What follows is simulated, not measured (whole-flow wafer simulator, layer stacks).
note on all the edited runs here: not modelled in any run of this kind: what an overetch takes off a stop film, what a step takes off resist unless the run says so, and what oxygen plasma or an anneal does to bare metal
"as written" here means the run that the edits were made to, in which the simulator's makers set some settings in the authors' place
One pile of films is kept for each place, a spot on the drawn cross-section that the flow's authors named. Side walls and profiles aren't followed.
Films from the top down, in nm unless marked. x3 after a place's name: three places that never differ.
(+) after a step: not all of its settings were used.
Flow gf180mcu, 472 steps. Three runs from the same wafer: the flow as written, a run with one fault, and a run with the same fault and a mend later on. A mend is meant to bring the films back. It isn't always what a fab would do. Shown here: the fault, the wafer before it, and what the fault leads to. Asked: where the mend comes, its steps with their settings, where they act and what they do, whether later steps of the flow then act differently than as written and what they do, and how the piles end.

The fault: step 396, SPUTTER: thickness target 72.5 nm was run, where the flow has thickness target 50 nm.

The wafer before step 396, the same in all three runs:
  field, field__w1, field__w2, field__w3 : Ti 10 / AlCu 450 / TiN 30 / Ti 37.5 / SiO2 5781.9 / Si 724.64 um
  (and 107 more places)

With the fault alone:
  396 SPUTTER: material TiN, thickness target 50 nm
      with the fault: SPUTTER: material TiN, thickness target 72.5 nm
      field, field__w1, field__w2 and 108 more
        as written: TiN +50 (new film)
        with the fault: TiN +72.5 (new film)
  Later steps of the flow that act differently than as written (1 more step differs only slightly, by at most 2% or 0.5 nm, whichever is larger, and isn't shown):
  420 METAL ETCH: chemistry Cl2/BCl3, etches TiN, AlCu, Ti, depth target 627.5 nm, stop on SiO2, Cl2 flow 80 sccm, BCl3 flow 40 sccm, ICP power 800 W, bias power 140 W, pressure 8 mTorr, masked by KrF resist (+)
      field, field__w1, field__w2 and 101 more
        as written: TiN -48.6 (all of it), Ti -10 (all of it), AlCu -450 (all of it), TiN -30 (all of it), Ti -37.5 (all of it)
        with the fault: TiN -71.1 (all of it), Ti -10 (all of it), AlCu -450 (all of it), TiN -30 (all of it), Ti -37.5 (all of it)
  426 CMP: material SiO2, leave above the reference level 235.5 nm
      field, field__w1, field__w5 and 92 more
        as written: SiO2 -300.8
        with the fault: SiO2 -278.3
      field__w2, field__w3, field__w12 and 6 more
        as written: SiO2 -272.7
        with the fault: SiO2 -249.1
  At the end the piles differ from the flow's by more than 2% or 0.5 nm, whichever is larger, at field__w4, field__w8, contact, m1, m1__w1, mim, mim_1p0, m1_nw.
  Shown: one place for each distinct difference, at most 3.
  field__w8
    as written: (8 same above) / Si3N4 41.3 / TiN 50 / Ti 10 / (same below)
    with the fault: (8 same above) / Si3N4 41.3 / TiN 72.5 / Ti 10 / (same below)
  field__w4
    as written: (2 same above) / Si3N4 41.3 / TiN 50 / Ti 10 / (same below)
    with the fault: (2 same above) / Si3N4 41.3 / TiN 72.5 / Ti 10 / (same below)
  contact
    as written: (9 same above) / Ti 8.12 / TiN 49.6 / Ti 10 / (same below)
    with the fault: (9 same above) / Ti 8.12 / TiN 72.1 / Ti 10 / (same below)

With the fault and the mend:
  The mend comes after step 396.
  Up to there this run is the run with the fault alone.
  396a METAL ETCH: chemistry Cl2/BCl3, etches TiN, AlCu, Ti, depth target 22.5 nm, Cl2 flow 80 sccm, BCl3 flow 40 sccm, ICP power 800 W, bias power 140 W, pressure 8 mTorr (the flow's step 260 once more, with other settings)
      field, field__w1, field__w2 and 108 more
        TiN -22.5
  No later step of the flow acts differently than as written at any place that is followed.
  At the end the piles are the same as the flow's at every place that both follow.
